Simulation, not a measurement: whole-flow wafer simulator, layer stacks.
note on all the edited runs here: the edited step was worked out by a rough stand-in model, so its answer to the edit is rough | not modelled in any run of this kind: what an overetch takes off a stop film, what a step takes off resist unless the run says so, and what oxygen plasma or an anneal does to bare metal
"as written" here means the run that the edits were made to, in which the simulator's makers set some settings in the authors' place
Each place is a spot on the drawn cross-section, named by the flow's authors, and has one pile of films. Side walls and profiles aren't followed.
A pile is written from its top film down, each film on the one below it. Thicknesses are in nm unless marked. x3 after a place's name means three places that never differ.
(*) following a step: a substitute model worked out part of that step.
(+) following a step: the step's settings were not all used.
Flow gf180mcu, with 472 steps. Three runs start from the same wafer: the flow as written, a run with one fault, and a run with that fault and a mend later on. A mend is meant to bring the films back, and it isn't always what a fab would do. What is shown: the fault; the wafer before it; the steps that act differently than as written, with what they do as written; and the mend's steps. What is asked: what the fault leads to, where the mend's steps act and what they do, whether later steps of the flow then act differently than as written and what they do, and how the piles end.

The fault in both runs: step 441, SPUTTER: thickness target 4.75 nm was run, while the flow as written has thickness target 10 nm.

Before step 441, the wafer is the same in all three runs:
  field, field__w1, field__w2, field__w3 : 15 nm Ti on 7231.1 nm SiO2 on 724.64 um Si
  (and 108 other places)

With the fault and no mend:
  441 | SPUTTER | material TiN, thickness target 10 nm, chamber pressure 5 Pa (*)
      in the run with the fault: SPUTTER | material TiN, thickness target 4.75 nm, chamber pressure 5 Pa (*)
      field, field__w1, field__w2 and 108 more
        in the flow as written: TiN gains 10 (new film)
        in the run with the fault: TiN gains 4.75 (new film)
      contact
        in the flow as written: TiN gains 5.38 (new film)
        in the run with the fault: TiN gains 2.56 (new film)
  Steps later in the flow that act otherwise than as written (1 other step is not shown; it differs only slightly, by no more than 2% or 0.5 nm, whichever is larger):
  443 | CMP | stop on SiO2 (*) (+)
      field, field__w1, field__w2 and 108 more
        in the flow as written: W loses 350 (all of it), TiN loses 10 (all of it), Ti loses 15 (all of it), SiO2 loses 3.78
        in the run with the fault: W loses 350 (all of it), TiN loses 4.75 (all of it), Ti loses 15 (all of it), SiO2 loses 3.73
  By the end, the piles at contact depart from the flow's by more than 2% or 0.5 nm, whichever is larger.
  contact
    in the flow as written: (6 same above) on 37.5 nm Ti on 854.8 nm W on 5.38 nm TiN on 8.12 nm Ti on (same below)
    in the run with the fault: (6 same above) on 37.5 nm Ti on 857.7 nm W on 2.56 nm TiN on 8.12 nm Ti on (same below)

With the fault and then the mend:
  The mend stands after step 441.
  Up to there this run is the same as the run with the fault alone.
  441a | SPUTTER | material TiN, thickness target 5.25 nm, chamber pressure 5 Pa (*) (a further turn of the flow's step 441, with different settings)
      field, field__w1, field__w2 and 108 more
        TiN gains 5.25
      contact
        TiN gains 2.82
  None of the later steps of the flow acts differently than as written at any place that is followed.
  At every place that both follow, the piles at the end match the flow's.
